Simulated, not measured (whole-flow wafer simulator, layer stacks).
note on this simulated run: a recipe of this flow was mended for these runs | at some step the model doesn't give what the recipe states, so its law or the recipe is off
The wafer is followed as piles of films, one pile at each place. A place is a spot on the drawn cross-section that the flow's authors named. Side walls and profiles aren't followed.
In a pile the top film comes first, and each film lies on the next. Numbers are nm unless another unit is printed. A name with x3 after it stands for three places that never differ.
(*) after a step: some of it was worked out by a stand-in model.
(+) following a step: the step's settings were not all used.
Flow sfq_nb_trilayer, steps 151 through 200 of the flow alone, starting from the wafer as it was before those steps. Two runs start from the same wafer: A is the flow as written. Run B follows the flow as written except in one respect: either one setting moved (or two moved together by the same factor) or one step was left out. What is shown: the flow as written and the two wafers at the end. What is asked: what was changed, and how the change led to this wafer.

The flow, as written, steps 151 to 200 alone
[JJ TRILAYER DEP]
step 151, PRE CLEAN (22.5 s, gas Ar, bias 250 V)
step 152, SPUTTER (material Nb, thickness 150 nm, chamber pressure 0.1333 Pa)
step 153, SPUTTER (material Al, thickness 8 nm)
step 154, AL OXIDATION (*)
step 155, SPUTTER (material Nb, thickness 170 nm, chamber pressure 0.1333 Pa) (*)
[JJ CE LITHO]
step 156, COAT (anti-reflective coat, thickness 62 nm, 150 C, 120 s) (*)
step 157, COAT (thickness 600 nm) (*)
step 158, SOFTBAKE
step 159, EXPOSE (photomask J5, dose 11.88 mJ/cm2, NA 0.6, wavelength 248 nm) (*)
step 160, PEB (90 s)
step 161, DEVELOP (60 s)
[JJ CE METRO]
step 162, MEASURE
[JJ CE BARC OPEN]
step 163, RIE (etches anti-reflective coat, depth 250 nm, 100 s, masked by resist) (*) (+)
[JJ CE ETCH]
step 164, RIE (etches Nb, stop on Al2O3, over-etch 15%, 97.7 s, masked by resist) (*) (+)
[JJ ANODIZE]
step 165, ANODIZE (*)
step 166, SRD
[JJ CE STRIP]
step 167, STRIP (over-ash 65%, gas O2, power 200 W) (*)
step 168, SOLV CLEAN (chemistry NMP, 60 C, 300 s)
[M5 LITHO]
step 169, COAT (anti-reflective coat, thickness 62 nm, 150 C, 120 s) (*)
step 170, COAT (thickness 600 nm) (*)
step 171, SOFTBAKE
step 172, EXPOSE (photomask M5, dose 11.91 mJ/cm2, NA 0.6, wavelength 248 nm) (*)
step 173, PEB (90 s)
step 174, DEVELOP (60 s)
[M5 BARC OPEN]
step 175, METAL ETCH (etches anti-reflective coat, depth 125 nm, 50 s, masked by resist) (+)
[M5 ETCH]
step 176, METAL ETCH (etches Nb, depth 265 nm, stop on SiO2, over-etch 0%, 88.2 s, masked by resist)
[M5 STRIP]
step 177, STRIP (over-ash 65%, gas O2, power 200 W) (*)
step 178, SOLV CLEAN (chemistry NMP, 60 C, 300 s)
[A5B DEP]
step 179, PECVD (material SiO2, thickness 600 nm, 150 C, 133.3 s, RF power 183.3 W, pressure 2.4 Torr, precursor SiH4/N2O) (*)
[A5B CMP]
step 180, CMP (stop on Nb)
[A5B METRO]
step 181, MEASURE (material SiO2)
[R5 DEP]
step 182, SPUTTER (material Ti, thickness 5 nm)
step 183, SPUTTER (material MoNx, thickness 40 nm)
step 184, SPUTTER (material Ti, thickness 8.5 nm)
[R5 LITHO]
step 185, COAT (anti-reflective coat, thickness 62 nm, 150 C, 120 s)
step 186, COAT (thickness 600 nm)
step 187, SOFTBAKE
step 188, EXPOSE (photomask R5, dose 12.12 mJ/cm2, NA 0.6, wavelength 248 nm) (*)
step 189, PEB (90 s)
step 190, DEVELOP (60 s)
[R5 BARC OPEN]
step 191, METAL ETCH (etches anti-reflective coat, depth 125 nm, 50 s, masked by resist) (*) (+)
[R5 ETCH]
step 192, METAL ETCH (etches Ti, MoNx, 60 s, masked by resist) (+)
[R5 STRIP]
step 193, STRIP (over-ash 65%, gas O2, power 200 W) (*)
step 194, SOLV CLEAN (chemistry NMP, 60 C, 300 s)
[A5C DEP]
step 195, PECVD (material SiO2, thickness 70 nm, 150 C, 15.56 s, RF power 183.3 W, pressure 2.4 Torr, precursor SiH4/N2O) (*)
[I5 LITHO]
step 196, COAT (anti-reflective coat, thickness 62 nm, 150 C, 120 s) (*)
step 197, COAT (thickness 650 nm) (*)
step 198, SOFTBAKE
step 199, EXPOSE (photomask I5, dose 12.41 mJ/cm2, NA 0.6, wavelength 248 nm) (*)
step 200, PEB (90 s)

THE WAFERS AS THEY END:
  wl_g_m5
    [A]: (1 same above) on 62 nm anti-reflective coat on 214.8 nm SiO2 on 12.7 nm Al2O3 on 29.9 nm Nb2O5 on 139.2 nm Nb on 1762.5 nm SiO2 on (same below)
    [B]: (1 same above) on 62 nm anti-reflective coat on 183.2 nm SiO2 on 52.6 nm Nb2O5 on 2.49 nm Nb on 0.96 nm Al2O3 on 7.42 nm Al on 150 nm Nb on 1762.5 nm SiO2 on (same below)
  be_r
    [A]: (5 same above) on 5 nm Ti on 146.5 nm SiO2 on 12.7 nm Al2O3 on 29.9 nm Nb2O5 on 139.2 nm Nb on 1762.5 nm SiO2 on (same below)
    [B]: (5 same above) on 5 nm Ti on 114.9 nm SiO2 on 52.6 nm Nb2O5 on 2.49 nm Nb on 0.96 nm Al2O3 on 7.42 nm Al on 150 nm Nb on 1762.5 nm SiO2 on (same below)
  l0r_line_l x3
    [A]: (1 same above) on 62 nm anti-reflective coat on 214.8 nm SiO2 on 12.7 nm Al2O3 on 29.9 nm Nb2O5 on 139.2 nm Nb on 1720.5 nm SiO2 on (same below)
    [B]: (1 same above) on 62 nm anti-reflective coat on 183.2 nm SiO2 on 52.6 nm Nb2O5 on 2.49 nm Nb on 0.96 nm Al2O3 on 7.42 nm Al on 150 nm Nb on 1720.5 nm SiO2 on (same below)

The reason: step 164, RIE: 74.25 s was run, while the flow as written has 97.7 s.

Step by step, how the change led to this:
  step 164, RIE (etches Nb, stop on Al2O3, over-etch 15%, 97.7 s, masked by resist) (*) (+)
      field_l, v_sur, via_sp and 96 more: A Nb loses 170 (all of it), Al2O3 loses 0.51 | B Nb loses 148.6
      via_wl, via_wr: A Nb loses 139.9 (all of it), Al2O3 loses 0.96 (all of it) | B Nb loses 139.9 (all of it), Al2O3 loses 0.17
      (also at 5 further places)
  step 165, ANODIZE (*)
      field_l, v_sur, via_sp and 96 more: A Al2O3 gains 12.2, Nb2O5 gains 29.9 (new film), Al loses 7.42 (all of it), Nb loses 10.8 | B Nb2O5 gains 52.6 (new film), Nb loses 18.9
      via_wl, via_wr: A Al2O3 gains 7.51 (new film), Nb2O5 gains 39.2 (new film), Al loses 4.55 (all of it), Nb loses 14.1 | B Al2O3 gains 7.51, Nb2O5 gains 37.8 (new film), Al loses 4.55 (all of it), Nb loses 13.6
      (also at 1 further place)
  step 167, STRIP (over-ash 65%, gas O2, power 200 W) (*)
      ce_l: A KrF-resist-other-grade loses 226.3 (all of it), anti-reflective coat loses 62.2 (all of it) | B KrF-resist-other-grade loses 249.8 (all of it), anti-reflective coat loses 62.2 (all of it)
      c5j: A KrF-resist-other-grade loses 226.5 (all of it), anti-reflective coat loses 62.2 (all of it) | B KrF-resist-other-grade loses 249.9 (all of it), anti-reflective coat loses 62.2 (all of it)
      (also at 2 further places)
  step 169, COAT (anti-reflective coat, thickness 62 nm, 150 C, 120 s) (*)
      via_wl, via_wr: A anti-reflective coat gains 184 (new film) | B anti-reflective coat gains 213.5 (new film)
      wl_j_sl, wl_j_sr: A anti-reflective coat gains 110.7 (new film) | B anti-reflective coat gains 100.8 (new film)
      (also at 14 further places)
  step 170, COAT (thickness 600 nm) (*)
      via_w: A KrF-resist-other-grade gains 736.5 (new film) | B KrF-resist-other-grade gains 755.1 (new film)
      ce_l: A KrF-resist-other-grade gains 533.7 (new film) | B KrF-resist-other-grade gains 553.3 (new film)
      (also at 3 further places)
  step 175, METAL ETCH (etches anti-reflective coat, depth 125 nm, 50 s, masked by resist) (+)
      r_sur: A anti-reflective coat loses 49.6 (all of it), Al2O3 loses 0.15 | B anti-reflective coat loses 52.7 (all of it)
      wl_a_sl: A anti-reflective coat loses 54.5 (all of it), Al2O3 loses 0.14 | B anti-reflective coat loses 61.6 (all of it)
      (also at 1 further place)
  step 176, METAL ETCH (etches Nb, depth 265 nm, stop on SiO2, over-etch 0%, 88.2 s, masked by resist)
      field_l, res, r_end and 47 more: A Al2O3 loses 12.6 (all of it), Nb2O5 loses 29.9 (all of it), Nb loses 139.2 (all of it), SiO2 loses 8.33 | B Nb2O5 loses 52.6 (all of it), Nb loses 2.49 (all of it), Al2O3 loses 0.96 (all of it), Al loses 7.42 (all of it), Nb loses 150 (all of it)
      r_sur, wl_a_sl, wl_a_m6: A Al2O3 loses 12.5 (all of it), Nb2O5 loses 29.9 (all of it), Nb loses 139.2 (all of it), SiO2 loses 8.33 | B Nb2O5 loses 52.6 (all of it), Nb loses 2.49 (all of it), Al2O3 loses 0.96 (all of it), Al loses 7.42 (all of it), Nb loses 150 (all of it)
  step 177, STRIP (over-ash 65%, gas O2, power 200 W) (*)
      v_sur: A KrF-resist-other-grade loses 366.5 (all of it), anti-reflective coat loses 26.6 (all of it) | B KrF-resist-other-grade loses 362.2 (all of it), anti-reflective coat loses 27.3 (all of it)
      via_wl: A KrF-resist-other-grade loses 418.2 (all of it), anti-reflective coat loses 184 (all of it) | B KrF-resist-other-grade loses 414.8 (all of it), anti-reflective coat loses 213.5 (all of it)
      (also at 13 further places)
  step 180, CMP (stop on Nb)
      v_sur, via_sp, via_v and 43 more: A SiO2 loses 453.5 | B SiO2 loses 485.1
      field_l, p4_fl x5, p4_w1 x9 and 27 more: A SiO2 loses 263.3 | B SiO2 loses 271.6
      (also at 6 further places)
Taking metal films that touch as one body, wl_g_m5 has 3 bodies (between them, from the top down: Al2O3 0.96; SiO2 1762.5); the flow as written gives 2 bodies (between them, from the top down: SiO2 1762.5).
Taking metal films that touch as one body, be_r has 4 bodies (between them, from the top down: SiO2 114.9 / Nb2O5 52.6; Al2O3 0.96; SiO2 1762.5); the flow as written gives 3 bodies (between them, from the top down: SiO2 146.5 / Al2O3 12.7 / Nb2O5 29.9; SiO2 1762.5).
Taking metal films that touch as one body, l0r_line_l x3 has 4 bodies (between them, from the top down: Al2O3 0.96; SiO2 1720.5; SiO2 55); the flow as written gives 3 bodies (between them, from the top down: SiO2 1720.5; SiO2 55).
